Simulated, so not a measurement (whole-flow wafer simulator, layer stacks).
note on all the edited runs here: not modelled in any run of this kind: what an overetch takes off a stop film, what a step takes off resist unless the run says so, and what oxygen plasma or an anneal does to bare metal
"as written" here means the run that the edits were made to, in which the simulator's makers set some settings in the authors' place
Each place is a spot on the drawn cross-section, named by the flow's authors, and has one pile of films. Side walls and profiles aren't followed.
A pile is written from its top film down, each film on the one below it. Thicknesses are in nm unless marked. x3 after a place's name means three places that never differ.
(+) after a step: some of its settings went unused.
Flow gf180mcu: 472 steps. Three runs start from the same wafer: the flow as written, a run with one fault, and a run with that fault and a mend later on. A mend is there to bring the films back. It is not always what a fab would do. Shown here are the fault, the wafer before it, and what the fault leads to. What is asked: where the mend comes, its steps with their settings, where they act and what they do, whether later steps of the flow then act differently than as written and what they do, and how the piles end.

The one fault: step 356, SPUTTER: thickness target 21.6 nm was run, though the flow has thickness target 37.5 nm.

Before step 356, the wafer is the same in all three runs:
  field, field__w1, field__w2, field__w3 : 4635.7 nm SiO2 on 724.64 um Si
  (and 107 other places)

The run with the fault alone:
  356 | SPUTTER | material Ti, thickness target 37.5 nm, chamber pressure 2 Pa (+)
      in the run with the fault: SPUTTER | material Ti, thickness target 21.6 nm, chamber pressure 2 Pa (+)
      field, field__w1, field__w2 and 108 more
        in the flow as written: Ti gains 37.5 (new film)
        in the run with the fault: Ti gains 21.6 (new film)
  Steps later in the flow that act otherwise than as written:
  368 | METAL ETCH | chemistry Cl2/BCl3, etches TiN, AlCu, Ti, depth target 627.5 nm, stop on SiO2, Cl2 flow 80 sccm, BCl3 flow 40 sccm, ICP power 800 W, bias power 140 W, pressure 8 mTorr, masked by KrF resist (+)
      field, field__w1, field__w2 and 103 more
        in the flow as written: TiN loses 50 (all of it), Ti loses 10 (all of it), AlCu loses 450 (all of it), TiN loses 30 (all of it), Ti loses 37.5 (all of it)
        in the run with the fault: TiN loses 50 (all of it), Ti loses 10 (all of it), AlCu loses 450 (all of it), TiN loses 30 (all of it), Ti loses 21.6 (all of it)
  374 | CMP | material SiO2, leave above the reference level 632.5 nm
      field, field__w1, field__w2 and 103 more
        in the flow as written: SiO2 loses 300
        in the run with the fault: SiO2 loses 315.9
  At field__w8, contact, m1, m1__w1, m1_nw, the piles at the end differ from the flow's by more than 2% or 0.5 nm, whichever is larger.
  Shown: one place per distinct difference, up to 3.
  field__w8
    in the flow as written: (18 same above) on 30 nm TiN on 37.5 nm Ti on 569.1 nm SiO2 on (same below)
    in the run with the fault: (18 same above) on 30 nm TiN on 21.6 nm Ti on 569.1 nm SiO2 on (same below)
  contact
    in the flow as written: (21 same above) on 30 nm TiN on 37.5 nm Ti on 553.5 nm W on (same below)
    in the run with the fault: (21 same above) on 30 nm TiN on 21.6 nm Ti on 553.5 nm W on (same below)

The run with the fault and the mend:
  The mend follows step 356.
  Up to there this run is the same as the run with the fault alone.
  356a | SPUTTER | material Ti, thickness target 15.9 nm, chamber pressure 2 Pa (+) (a further turn of the flow's step 356, with different settings)
      field, field__w1, field__w2 and 108 more
        Ti gains 15.9
  Later steps of the flow that are run all act as written at every place that is followed.
  At every place that both follow, the piles at the end match the flow's.
